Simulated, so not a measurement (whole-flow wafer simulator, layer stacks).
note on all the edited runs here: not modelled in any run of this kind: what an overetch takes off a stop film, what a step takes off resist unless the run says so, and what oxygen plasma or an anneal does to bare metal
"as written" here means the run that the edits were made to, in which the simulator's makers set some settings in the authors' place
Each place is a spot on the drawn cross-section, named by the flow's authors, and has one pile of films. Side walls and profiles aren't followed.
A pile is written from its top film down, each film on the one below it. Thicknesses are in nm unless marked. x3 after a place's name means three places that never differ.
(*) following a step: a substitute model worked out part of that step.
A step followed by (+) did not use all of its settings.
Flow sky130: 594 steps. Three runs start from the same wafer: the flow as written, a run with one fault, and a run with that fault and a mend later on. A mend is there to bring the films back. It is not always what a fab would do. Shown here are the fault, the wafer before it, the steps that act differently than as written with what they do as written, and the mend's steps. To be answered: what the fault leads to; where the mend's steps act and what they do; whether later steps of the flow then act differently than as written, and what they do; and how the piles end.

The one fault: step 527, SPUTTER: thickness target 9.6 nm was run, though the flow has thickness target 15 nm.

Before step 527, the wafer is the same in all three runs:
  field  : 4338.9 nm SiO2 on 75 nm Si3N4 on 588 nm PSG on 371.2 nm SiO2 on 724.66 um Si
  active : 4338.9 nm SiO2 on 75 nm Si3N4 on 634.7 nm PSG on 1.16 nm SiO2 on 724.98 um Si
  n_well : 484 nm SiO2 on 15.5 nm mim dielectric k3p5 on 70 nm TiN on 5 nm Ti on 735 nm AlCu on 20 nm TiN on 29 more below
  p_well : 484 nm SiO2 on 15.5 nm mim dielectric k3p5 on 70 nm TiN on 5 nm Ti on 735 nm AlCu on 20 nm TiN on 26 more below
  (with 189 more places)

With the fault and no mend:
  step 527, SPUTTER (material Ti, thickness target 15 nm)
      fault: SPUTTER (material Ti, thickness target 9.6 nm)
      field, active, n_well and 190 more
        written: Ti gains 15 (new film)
        fault: Ti gains 9.6 (new film)
  Steps later in the flow that act otherwise than as written (not shown: 19 more steps that differ only slightly, by at most 2% or 0.5 nm, whichever is larger):
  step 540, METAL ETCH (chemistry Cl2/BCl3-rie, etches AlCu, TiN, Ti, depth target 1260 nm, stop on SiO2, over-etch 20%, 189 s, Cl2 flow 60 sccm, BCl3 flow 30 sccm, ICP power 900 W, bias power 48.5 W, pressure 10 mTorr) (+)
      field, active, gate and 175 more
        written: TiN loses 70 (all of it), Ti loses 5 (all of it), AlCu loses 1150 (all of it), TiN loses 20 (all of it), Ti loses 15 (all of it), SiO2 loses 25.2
        fault: TiN loses 70 (all of it), Ti loses 5 (all of it), AlCu loses 1150 (all of it), TiN loses 20 (all of it), Ti loses 9.6 (all of it), SiO2 loses 25.7
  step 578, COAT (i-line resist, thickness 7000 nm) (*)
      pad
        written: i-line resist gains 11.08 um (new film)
        fault: i-line resist gains 11.09 um (new film)
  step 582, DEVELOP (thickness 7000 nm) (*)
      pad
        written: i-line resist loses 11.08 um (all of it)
        fault: i-line resist loses 11.09 um (all of it)
  By the end, the piles at n_well, p_well, sd_n and 12 more depart from the flow's by more than 2% or 0.5 nm, whichever is larger.
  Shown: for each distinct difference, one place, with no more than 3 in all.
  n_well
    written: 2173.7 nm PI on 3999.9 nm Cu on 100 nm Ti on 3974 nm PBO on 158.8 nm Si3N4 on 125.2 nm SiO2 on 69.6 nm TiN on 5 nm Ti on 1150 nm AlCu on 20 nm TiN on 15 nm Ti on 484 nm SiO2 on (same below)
    fault: 2174.3 nm PI on 3999.9 nm Cu on 100 nm Ti on 3977.9 nm PBO on 158.8 nm Si3N4 on 125.2 nm SiO2 on 69.6 nm TiN on 5 nm Ti on 1150 nm AlCu on 20 nm TiN on 9.6 nm Ti on 484 nm SiO2 on (same below)
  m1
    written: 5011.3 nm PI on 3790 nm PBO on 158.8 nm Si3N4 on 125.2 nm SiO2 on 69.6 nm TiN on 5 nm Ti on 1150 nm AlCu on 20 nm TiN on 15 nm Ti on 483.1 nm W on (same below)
    fault: 5011.6 nm PI on 3794.5 nm PBO on 158.8 nm Si3N4 on 125.2 nm SiO2 on 69.6 nm TiN on 5 nm Ti on 1150 nm AlCu on 20 nm TiN on 9.6 nm Ti on 483.1 nm W on (same below)
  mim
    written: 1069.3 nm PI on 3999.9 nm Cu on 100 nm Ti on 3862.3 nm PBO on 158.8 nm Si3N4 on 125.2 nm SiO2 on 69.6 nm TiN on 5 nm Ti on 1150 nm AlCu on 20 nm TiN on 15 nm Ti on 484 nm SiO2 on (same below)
    fault: 1069.8 nm PI on 3999.9 nm Cu on 100 nm Ti on 3866.5 nm PBO on 158.8 nm Si3N4 on 125.2 nm SiO2 on 69.6 nm TiN on 5 nm Ti on 1150 nm AlCu on 20 nm TiN on 9.6 nm Ti on 484 nm SiO2 on (same below)

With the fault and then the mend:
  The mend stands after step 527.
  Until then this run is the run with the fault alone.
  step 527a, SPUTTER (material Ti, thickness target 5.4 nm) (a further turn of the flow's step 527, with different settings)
      field, active, n_well and 190 more
        Ti gains 5.4
  Every later step of the flow that is run acts as written at every place that is followed.
  The piles end the same as the flow's at every place that both follow.
